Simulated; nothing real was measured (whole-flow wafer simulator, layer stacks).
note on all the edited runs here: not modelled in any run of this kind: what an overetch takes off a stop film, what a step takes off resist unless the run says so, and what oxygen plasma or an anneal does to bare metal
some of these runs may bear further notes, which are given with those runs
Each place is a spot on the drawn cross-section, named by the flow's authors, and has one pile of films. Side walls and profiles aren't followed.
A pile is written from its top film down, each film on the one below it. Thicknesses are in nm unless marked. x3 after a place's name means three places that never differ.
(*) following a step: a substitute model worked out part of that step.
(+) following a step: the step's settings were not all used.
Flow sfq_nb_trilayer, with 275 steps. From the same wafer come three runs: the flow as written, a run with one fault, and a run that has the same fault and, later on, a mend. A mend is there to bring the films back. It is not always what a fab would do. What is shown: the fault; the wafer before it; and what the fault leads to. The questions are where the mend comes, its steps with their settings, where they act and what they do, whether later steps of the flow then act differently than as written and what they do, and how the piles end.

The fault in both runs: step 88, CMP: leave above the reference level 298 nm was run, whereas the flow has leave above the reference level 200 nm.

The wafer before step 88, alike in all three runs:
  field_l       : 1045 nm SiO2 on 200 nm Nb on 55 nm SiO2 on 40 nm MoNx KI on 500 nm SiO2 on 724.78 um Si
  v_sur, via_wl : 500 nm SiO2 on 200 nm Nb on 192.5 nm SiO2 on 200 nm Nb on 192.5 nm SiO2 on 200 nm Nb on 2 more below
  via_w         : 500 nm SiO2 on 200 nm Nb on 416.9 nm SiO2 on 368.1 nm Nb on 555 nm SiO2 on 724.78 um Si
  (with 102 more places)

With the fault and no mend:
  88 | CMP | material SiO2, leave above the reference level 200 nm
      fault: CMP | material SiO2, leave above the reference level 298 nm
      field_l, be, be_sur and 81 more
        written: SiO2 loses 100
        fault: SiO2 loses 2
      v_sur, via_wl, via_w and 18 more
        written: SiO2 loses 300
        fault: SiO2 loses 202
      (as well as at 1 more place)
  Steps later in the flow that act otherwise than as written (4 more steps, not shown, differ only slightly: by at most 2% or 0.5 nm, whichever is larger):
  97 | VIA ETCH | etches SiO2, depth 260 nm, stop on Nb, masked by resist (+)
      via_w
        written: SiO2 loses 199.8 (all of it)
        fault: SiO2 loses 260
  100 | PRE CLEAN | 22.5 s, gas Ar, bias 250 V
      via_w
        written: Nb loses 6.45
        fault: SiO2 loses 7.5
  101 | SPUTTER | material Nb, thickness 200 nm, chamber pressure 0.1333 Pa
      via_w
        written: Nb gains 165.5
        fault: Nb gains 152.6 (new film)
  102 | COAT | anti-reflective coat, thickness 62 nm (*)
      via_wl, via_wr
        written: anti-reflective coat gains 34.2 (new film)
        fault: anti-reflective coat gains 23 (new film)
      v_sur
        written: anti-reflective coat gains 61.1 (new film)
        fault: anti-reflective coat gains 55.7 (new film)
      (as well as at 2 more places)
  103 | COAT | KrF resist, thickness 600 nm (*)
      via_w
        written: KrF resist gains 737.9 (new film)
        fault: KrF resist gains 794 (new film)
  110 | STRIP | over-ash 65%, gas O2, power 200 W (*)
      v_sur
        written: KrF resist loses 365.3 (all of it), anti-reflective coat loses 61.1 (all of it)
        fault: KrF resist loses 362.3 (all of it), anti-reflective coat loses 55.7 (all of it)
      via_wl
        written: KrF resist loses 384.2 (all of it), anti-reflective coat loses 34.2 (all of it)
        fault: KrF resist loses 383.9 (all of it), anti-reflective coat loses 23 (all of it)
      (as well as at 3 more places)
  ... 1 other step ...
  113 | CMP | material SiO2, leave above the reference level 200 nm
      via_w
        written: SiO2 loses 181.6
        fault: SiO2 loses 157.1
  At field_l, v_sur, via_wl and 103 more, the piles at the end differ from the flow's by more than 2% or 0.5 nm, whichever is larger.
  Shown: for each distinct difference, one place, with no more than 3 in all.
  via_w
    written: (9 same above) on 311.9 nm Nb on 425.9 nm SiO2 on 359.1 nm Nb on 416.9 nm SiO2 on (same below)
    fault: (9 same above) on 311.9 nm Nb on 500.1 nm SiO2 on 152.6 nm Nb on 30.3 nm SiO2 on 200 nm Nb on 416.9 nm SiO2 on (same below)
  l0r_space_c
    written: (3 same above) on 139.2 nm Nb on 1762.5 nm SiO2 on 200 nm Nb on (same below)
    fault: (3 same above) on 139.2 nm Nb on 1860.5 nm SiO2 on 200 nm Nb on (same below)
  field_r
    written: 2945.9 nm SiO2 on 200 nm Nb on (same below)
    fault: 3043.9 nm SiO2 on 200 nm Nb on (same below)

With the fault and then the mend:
  After step 95 comes the mend.
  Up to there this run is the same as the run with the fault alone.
  95a | STRIP | over-ash 65%, gas O2, power 200 W (*)
      field_l, v_sur, via_wl and 102 more
        KrF resist loses 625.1 (all of it), anti-reflective coat loses 62 (all of it)
      via_w
        anti-reflective coat loses 62 (all of it)
  95b | CMP | material SiO2, leave above the reference level 200 nm (the flow's step 88, run once more)
      field_l, v_sur, via_wl and 103 more
        SiO2 loses 98
  95c | COAT | anti-reflective coat, thickness 62 nm (the flow's step 90, run once more)
      field_l, v_sur, via_wl and 103 more
        anti-reflective coat gains 62 (new film)
  95d | COAT | KrF resist, thickness 650 nm (the flow's step 91, run once more)
      field_l, v_sur, via_wl and 103 more
        KrF resist gains 650 (new film)
  95e | SOFTBAKE | KrF resist (the flow's step 92, run once more)
      alters no film at any place that is followed
  95f | EXPOSE | photomask I2, dose 11.91 mJ/cm2, NA 0.6, wavelength 248 nm (*) (the flow's step 93, run once more)
      alters no film at any place that is followed
  95g | PEB | KrF resist, 90 s (the flow's step 94, run once more)
      field_l, v_sur, via_wl and 103 more
        KrF resist loses 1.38
  95h | DEVELOP | KrF resist, thickness 650 nm, 60 s (the flow's step 95, run once more)
      field_l, v_sur, via_wl and 102 more
        KrF resist loses 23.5
      via_w
        KrF resist loses 648.6 (all of it)
  None of the later steps of the flow acts differently than as written at any place that is followed.
  The piles end the same as the flow's at every place that both follow.
